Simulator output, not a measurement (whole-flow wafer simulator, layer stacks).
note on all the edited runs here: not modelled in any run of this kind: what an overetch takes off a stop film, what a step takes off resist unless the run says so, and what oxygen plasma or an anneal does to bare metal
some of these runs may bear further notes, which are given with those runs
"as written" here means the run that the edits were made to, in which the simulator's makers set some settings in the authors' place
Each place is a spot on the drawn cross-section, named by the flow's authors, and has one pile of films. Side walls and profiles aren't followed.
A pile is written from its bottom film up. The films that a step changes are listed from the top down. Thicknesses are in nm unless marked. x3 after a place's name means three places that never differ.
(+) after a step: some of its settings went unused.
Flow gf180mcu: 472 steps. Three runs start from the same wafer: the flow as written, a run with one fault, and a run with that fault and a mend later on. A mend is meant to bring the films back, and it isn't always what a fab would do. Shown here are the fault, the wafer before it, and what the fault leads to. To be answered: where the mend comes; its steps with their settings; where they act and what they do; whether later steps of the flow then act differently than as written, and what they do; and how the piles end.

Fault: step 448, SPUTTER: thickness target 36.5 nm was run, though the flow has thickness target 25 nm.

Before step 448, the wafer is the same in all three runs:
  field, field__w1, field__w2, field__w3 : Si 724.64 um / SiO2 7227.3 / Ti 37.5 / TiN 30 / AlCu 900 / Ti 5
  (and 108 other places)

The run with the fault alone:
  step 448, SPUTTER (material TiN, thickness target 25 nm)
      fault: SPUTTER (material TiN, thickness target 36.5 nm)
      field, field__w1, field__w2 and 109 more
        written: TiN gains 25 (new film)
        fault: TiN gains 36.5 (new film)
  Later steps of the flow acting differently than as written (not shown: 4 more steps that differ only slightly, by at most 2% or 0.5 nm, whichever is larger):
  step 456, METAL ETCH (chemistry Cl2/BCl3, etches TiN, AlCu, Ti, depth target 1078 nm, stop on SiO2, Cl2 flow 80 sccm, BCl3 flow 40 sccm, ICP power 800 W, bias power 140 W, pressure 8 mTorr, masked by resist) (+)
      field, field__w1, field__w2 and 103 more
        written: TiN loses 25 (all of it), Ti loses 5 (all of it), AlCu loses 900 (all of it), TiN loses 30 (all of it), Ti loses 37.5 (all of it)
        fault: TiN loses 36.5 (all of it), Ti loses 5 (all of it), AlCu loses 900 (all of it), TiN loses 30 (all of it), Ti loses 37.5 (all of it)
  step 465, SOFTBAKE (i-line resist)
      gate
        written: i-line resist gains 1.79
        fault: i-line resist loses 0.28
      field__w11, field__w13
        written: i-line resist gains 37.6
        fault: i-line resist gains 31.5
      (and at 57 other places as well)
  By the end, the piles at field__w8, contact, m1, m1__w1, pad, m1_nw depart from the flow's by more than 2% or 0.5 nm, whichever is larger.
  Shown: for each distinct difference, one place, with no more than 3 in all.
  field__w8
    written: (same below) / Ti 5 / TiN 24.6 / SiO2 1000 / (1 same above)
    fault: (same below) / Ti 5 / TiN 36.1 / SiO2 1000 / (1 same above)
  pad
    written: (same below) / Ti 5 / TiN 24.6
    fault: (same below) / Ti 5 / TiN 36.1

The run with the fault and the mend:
  After step 448 comes the mend.
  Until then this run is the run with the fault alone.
  step 448a, METAL ETCH (chemistry Cl2/BCl3, etches TiN, AlCu, Ti, depth target 11.5 nm, Cl2 flow 80 sccm, BCl3 flow 40 sccm, ICP power 800 W, bias power 140 W, pressure 8 mTorr) (the flow's step 260, run once more with other settings)
      field, field__w1, field__w2 and 109 more
        TiN loses 11.5
  None of the later steps of the flow acts differently than as written at any place that is followed.
  The piles end the same as the flow's at every place that both follow.
